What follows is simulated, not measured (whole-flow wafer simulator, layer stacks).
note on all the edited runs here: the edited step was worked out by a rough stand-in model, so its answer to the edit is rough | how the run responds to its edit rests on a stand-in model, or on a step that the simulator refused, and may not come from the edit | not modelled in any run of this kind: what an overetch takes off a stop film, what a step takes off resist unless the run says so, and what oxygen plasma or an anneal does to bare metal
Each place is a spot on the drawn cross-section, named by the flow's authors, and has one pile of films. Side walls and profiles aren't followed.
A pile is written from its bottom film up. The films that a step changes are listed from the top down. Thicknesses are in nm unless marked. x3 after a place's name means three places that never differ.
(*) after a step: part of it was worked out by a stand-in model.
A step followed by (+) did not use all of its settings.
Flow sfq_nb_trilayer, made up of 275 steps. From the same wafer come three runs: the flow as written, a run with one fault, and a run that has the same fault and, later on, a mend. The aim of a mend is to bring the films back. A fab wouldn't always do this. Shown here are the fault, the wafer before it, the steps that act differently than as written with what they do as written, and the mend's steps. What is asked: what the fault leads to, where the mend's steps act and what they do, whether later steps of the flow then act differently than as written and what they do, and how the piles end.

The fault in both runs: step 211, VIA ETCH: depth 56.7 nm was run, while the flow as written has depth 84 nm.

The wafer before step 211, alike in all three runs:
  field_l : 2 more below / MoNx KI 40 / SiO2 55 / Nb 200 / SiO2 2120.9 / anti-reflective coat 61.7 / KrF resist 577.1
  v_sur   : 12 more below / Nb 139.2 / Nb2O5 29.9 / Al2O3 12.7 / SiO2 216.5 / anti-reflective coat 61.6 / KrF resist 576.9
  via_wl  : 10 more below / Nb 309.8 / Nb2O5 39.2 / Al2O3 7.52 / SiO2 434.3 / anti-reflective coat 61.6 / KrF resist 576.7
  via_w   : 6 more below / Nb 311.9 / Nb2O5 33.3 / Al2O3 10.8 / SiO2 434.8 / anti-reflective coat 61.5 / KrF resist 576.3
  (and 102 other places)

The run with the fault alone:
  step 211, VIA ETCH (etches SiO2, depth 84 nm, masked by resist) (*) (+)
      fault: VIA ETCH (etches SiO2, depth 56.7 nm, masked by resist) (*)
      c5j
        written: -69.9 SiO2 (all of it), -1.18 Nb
        fault: -56.7 SiO2
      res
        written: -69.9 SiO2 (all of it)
        fault: -56.7 SiO2
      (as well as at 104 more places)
  Later steps of the flow acting differently than as written (not shown: 5 more steps that differ only slightly, by at most 2% or 0.5 nm, whichever is larger):
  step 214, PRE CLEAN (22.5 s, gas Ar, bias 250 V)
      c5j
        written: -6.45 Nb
        fault: -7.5 SiO2
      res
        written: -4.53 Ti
        fault: -7.5 SiO2
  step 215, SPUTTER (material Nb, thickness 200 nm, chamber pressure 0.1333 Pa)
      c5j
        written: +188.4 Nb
        fault: +192.7 Nb (new film)
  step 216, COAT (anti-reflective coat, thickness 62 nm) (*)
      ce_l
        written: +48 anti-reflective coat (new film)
        fault: +51.4 anti-reflective coat (new film)
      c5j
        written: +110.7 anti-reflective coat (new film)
        fault: +100.9 anti-reflective coat (new film)
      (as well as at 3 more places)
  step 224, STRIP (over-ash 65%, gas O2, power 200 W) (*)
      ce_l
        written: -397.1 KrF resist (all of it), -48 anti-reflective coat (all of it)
        fault: -395 KrF resist (all of it), -51.4 anti-reflective coat (all of it)
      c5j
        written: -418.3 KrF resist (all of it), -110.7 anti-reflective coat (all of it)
        fault: -412.1 KrF resist (all of it), -100.9 anti-reflective coat (all of it)
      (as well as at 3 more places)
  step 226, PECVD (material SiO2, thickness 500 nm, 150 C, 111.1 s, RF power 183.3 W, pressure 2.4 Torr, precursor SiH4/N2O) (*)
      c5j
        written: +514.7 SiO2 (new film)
        fault: +500 SiO2 (new film)
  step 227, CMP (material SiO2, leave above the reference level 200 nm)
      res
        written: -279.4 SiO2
        fault: -291.6 SiO2
  At c5j, res, the piles at the end differ from the flow's by more than 2% or 0.5 nm, whichever is larger.
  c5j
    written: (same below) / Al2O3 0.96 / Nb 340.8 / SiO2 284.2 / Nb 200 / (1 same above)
    fault: (same below) / Al2O3 0.96 / Nb 160 / SiO2 5.69 / Nb 192.7 / SiO2 266.6 / Nb 200 / (1 same above)
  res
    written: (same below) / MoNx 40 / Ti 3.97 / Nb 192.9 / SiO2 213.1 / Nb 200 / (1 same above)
    fault: (same below) / MoNx 40 / Ti 8.5 / SiO2 5.66 / Nb 194.9 / SiO2 200.9 / Nb 200 / (1 same above)

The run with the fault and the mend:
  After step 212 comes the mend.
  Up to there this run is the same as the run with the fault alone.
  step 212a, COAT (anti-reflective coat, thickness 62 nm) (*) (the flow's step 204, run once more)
      field_r, ln_m5, p4_fl x3 and 61 more
        +62 anti-reflective coat (new film)
      lsp_m, ln_m6, lsp_r and 6 more
        +61.9 anti-reflective coat (new film)
      v_sur, via_wl
        +61.5 anti-reflective coat (new film)
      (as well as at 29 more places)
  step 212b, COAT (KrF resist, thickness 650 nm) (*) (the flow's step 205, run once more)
      l0_sur, l0v, p4_fl x3 and 44 more
        +650 KrF resist (new film)
      wl_b_m5, wl_b_sr, wl_c_sl and 12 more
        +649.9 KrF resist (new film)
      r5r_line_l, r5r_line_c, r5r_line_r
        +634.3 KrF resist (new film)
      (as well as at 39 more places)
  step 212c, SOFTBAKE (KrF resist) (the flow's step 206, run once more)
      does not change any film at any place that is followed
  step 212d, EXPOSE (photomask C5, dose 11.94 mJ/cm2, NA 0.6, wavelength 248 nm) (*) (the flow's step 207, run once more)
      does not change any film at any place that is followed
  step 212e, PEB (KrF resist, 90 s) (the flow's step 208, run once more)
      field_l, sp_r, moat and 79 more
        -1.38 KrF resist
      v_sur, via_wl, via_w, via_wr, via_sp, be_sur, jj_sur, res
        -1.37 KrF resist
      r5r_line_l, r5r_line_c, r5r_line_r
        -1.34 KrF resist
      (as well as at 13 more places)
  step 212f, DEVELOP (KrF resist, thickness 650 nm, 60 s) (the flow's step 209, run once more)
      field_l, v_sur, via_wl and 101 more
        -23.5 KrF resist
      c5j
        -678 KrF resist (all of it)
      res
        -646.6 KrF resist (all of it)
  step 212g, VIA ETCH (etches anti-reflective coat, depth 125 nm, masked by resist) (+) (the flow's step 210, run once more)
      field_l, v_sur, via_wl and 101 more
        -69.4 KrF resist
      c5j
        -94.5 anti-reflective coat (all of it), -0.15 SiO2
      res
        -83.6 anti-reflective coat (all of it), -0.21 SiO2
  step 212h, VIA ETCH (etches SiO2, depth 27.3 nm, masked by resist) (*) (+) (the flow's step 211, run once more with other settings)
      field_l, v_sur, via_wl and 101 more
        -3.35 KrF resist
      c5j
        -13 SiO2 (all of it), -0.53 Nb
      res
        -13 SiO2 (all of it)
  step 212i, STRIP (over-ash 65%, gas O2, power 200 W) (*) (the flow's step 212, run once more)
      p4_fl x3, p4_w1 x9, p4_g1 x2 and 33 more
        -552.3 KrF resist (all of it), -62 anti-reflective coat (all of it)
      wl_b_m5, wl_b_sr, wl_c_sl and 12 more
        -552.2 KrF resist (all of it), -62 anti-reflective coat (all of it)
      lsp_r, l0_sur
        -552.4 KrF resist (all of it), -61.9 anti-reflective coat (all of it)
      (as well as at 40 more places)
  None of the later steps of the flow differs from how it acts as written, at any place that is followed, by more than 2% or 0.5 nm, whichever is larger.
  When the end is reached, the piles differ only a little from the flow's at the places that both follow, at most by 2% or 0.5 nm, whichever is larger.
